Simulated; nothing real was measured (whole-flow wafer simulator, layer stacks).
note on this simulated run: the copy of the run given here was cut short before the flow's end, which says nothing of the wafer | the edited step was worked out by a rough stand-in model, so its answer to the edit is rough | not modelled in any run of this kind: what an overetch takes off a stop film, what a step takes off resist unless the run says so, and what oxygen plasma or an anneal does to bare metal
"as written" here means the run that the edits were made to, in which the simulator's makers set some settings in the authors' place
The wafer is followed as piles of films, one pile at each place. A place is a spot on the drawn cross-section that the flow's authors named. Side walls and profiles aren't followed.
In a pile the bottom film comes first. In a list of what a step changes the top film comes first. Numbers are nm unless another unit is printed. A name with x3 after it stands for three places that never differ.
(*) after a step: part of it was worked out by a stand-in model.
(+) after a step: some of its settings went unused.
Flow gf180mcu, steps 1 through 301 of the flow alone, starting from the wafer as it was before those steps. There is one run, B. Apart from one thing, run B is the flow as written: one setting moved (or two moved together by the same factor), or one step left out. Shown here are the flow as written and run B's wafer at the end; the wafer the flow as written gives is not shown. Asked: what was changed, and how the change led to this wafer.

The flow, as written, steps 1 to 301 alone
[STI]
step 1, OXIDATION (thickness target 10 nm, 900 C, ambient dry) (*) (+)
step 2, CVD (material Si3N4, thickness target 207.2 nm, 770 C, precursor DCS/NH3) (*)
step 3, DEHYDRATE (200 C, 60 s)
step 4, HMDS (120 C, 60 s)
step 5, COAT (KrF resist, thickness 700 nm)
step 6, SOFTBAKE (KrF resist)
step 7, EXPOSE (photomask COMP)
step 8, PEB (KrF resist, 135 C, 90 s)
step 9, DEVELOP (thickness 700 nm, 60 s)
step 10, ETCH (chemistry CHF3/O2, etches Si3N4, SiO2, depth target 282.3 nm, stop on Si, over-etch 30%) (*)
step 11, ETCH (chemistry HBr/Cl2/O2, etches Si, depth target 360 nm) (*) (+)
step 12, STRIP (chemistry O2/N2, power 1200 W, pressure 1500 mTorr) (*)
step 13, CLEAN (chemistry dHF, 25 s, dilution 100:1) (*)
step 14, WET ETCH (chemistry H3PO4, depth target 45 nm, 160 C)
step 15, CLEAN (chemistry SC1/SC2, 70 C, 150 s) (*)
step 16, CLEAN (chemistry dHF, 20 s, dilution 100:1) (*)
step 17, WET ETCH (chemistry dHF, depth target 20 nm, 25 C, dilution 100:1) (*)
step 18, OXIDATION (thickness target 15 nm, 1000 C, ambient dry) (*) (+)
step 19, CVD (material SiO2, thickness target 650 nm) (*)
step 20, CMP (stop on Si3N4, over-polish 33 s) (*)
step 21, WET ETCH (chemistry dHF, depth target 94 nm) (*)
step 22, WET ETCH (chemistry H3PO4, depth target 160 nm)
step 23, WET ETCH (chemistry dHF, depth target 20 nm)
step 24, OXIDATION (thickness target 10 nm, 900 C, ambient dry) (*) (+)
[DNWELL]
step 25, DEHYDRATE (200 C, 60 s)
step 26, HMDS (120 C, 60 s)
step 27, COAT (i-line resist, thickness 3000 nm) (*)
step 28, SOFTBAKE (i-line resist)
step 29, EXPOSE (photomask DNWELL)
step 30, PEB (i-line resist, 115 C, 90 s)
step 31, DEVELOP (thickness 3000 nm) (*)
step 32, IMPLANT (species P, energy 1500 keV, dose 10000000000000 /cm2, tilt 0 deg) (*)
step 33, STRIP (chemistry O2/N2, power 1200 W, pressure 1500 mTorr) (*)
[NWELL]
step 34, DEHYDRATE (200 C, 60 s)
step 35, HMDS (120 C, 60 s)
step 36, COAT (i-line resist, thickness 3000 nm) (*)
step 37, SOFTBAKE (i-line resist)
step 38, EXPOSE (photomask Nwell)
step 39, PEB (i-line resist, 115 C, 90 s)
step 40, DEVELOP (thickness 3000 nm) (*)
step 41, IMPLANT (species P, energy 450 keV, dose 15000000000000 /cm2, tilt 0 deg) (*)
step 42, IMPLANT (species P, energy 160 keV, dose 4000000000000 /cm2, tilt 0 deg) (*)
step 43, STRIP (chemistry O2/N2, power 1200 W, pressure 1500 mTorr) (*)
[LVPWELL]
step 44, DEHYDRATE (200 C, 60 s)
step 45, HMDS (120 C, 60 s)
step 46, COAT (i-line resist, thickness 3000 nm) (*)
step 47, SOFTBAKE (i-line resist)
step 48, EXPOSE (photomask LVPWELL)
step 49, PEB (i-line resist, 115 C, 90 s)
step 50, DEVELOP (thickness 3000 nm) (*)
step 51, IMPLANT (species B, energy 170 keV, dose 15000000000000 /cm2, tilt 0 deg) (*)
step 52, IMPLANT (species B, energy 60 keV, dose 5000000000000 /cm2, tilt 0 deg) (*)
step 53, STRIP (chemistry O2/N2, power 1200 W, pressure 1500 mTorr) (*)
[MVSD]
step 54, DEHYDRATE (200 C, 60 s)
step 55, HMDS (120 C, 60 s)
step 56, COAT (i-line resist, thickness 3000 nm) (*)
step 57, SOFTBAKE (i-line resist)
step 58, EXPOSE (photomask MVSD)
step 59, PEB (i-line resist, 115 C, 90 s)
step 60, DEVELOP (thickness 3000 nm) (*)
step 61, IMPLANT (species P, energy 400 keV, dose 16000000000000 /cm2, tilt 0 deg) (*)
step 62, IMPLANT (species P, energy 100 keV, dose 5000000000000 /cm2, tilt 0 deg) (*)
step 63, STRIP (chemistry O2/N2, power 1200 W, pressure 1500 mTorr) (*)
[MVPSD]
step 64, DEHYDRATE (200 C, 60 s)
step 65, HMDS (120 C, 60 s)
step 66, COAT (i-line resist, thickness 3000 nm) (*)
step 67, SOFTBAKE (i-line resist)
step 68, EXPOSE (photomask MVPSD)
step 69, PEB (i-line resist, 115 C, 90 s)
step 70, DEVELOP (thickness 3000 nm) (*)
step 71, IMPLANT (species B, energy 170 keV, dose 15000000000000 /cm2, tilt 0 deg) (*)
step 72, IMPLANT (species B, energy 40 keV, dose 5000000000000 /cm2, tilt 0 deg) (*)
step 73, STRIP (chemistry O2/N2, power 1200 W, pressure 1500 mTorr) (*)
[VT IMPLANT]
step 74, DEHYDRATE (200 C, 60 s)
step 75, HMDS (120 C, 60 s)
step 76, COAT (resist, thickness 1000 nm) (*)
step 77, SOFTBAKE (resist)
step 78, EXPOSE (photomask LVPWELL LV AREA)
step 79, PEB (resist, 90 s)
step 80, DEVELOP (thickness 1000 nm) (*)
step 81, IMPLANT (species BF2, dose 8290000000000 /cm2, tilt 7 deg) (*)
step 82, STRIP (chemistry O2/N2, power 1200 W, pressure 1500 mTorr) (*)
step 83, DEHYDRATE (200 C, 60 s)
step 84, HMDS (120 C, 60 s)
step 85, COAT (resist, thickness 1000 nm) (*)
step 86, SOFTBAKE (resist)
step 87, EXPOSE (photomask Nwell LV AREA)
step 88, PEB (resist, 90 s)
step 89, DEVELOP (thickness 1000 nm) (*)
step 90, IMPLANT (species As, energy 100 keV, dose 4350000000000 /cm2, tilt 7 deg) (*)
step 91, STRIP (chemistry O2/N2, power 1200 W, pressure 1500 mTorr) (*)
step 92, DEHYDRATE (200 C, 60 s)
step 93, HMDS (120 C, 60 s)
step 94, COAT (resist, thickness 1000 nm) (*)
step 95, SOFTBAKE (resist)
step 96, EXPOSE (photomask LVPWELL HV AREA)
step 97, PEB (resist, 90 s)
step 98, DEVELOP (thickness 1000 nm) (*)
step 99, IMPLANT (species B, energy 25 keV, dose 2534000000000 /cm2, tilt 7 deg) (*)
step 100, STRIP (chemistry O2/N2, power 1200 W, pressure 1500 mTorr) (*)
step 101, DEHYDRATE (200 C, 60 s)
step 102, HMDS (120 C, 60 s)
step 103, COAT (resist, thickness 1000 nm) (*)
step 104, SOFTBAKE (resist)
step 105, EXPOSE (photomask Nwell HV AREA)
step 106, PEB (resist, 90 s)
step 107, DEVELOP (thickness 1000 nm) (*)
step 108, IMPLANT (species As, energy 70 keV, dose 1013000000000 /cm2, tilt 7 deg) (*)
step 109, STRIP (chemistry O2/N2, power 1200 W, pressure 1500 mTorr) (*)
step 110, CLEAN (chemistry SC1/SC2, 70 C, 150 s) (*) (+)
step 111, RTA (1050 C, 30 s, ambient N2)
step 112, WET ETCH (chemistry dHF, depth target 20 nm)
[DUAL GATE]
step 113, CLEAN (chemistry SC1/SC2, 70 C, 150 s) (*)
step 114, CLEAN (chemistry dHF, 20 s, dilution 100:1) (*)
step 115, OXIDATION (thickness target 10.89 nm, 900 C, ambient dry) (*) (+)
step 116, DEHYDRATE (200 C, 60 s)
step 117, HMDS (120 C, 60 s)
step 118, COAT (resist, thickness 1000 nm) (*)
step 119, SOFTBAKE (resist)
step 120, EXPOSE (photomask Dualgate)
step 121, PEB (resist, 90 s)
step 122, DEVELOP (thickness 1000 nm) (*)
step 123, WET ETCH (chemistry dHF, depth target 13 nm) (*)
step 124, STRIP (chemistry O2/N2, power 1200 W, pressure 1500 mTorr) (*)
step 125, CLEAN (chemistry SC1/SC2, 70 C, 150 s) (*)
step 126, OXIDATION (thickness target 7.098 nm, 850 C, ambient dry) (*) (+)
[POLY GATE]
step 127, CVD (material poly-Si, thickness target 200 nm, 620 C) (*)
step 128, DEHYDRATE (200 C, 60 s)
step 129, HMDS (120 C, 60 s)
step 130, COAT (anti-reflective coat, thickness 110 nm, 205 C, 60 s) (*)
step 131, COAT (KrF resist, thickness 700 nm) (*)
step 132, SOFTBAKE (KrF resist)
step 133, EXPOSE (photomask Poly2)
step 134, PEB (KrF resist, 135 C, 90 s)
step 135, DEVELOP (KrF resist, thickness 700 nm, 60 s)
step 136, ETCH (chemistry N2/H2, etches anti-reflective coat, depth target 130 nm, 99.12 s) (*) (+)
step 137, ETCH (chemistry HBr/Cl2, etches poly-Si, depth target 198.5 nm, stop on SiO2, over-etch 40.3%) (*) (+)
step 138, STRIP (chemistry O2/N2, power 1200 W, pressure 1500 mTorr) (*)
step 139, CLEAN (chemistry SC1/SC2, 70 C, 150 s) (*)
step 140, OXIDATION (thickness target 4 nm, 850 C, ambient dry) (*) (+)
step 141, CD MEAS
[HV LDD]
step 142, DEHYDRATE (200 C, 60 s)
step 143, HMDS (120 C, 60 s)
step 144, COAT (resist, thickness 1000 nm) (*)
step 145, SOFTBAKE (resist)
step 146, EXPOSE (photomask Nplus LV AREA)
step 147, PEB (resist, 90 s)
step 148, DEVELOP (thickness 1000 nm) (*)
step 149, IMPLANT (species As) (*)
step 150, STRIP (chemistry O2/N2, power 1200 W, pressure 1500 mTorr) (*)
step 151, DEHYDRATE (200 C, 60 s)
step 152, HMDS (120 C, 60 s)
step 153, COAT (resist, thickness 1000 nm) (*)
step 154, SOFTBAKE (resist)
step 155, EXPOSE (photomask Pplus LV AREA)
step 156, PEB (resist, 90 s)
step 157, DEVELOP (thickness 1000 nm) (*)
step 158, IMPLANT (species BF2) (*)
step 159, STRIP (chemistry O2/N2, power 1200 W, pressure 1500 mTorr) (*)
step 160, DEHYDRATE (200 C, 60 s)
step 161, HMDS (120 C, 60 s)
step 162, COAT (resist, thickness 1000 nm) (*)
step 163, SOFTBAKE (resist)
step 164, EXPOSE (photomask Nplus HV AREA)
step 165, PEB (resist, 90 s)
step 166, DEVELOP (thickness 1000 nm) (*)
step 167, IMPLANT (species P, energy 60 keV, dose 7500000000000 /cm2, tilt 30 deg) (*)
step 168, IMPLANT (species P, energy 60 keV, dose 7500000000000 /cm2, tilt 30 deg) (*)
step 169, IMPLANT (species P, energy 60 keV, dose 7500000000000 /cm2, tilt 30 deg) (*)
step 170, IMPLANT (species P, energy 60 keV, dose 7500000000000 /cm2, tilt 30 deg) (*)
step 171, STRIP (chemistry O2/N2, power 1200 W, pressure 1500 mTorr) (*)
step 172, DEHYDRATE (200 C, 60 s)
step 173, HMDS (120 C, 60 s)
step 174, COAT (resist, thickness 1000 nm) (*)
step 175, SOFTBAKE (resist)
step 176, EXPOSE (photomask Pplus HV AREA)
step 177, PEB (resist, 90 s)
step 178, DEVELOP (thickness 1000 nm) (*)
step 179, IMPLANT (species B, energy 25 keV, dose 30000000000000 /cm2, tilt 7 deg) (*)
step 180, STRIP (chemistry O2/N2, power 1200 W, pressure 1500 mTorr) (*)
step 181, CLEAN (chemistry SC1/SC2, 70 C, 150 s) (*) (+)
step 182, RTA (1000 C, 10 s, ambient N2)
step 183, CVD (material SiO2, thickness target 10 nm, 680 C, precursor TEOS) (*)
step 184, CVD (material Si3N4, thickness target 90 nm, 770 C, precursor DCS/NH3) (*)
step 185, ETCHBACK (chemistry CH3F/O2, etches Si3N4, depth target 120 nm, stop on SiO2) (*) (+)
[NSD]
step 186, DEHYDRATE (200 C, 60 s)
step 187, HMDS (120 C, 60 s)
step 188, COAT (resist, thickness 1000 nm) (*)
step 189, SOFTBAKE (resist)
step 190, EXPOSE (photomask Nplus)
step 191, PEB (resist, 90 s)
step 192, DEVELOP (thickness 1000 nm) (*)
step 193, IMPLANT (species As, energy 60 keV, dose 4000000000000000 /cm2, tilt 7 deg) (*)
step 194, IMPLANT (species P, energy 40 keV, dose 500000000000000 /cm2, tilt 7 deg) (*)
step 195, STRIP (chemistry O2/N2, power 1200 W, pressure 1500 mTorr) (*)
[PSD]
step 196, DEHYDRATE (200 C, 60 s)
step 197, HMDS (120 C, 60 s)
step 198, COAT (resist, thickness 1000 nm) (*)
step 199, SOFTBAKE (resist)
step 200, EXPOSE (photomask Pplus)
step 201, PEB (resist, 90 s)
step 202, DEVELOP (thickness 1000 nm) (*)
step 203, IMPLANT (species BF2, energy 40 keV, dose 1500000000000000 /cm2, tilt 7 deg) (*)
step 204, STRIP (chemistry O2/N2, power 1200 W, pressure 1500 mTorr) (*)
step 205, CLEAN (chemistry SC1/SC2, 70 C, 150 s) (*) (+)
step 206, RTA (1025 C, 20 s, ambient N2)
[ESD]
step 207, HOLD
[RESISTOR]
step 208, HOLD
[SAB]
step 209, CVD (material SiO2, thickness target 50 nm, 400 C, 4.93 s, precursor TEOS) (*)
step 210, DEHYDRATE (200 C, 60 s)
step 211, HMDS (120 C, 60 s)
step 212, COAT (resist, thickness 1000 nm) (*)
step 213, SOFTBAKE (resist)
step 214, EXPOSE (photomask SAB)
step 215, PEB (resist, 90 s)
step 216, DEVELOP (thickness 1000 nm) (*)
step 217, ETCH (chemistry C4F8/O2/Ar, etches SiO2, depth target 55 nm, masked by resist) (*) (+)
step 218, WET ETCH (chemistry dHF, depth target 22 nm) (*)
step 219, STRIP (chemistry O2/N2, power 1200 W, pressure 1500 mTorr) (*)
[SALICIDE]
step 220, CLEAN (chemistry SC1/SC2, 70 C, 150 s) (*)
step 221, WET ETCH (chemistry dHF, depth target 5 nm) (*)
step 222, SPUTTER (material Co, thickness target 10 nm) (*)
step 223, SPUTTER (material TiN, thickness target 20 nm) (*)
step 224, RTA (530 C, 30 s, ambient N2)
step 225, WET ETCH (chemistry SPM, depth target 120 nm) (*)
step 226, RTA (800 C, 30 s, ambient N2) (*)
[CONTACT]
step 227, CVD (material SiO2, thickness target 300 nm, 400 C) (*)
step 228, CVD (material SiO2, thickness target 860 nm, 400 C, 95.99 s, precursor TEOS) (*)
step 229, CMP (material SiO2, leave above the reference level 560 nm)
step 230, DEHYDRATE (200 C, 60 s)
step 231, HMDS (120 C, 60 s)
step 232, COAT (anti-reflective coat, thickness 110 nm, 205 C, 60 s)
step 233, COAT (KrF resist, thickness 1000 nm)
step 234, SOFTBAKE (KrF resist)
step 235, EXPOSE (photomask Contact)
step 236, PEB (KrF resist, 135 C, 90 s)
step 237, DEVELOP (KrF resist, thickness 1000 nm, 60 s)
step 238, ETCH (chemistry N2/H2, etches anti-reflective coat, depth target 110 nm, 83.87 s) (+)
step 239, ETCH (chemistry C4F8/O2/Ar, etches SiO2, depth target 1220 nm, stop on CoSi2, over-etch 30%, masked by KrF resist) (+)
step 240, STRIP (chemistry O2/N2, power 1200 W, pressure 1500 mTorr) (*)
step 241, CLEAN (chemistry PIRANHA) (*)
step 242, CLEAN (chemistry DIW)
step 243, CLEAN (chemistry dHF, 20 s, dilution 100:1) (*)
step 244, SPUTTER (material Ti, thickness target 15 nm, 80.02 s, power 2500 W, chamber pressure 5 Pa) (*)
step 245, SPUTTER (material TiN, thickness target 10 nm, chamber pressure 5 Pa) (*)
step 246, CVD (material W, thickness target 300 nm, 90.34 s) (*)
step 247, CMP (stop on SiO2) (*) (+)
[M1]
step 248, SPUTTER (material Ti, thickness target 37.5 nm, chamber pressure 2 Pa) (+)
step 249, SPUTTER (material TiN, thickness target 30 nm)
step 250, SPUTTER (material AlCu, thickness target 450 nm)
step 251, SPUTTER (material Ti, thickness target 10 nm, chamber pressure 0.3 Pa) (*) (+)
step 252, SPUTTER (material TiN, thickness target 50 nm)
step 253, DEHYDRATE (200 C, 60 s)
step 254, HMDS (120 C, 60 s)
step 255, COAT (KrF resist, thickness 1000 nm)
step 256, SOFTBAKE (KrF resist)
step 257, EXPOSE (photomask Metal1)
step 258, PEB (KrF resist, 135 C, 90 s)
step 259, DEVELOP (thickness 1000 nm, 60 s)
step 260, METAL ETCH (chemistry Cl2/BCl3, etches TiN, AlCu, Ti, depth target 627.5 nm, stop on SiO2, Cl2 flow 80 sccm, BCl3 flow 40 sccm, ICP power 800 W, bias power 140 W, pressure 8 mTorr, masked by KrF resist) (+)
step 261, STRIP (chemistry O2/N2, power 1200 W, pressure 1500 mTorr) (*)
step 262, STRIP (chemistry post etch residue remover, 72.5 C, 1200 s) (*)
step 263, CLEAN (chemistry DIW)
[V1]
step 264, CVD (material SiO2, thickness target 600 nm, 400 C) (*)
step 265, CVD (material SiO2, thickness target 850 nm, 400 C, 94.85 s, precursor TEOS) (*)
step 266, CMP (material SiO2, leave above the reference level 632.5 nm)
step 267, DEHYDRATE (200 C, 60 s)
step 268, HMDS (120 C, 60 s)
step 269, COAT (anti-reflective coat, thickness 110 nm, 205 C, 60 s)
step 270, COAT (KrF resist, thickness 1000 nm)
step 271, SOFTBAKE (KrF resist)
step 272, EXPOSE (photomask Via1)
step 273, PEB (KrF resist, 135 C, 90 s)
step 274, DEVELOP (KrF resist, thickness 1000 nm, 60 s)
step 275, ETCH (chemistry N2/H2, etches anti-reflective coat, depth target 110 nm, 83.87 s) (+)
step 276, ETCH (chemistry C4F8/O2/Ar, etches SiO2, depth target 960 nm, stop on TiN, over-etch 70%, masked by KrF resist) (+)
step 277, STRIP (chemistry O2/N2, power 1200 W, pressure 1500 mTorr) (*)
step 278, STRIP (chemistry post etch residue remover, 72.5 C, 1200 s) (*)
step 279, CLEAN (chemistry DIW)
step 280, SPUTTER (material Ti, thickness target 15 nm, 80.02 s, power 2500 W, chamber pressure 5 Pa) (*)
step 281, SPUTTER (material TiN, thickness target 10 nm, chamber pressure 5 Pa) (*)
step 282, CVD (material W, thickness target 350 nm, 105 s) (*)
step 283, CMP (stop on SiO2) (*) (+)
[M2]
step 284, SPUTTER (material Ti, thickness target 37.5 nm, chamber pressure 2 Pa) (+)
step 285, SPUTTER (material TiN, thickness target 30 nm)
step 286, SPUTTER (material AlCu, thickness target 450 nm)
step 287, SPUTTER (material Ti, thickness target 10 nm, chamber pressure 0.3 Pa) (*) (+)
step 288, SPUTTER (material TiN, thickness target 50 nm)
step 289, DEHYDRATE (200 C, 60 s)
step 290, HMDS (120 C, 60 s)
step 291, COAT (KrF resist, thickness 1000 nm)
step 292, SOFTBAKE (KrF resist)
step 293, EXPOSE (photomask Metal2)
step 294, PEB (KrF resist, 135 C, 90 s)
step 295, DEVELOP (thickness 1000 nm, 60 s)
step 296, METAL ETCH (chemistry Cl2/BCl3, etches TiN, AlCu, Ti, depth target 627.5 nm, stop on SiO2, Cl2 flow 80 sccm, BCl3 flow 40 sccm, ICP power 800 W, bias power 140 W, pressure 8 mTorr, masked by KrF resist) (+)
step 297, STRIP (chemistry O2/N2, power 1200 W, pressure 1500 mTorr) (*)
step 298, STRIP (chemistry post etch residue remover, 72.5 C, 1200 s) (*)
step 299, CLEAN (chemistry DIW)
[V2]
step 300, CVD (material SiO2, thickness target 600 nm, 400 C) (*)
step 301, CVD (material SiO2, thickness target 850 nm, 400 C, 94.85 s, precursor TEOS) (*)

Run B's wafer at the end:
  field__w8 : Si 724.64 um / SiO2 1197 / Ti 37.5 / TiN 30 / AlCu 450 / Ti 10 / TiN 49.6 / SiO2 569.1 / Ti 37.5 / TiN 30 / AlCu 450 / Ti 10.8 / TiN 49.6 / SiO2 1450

The reason: step 287, SPUTTER: thickness target 10.8 nm was run, though the flow has thickness target 10 nm.
The wafer itself shows it: field__w8 has Ti 10.8, and step 287 as written asks for 10 nm.

The path from the change to this, step by step:
  step 287, SPUTTER (material Ti, thickness target 10 nm, chamber pressure 0.3 Pa) (*) (+)
      field, field__w1, field__w2 and 108 more: Ti gains 10.8 (new film) (as written it would have been: Ti gains 10 (new film))
  step 296, METAL ETCH (chemistry Cl2/BCl3, etches TiN, AlCu, Ti, depth target 627.5 nm, stop on SiO2, Cl2 flow 80 sccm, BCl3 flow 40 sccm, ICP power 800 W, bias power 140 W, pressure 8 mTorr, masked by KrF resist) (+)
      field, field__w1, field__w2 and 103 more: TiN loses 50 (all of it), Ti loses 10.8 (all of it), AlCu loses 450 (all of it), TiN loses 30 (all of it), Ti loses 37.5 (all of it) (as written it would have been: TiN loses 50 (all of it), Ti loses 10 (all of it), AlCu loses 450 (all of it), TiN loses 30 (all of it), Ti loses 37.5 (all of it))
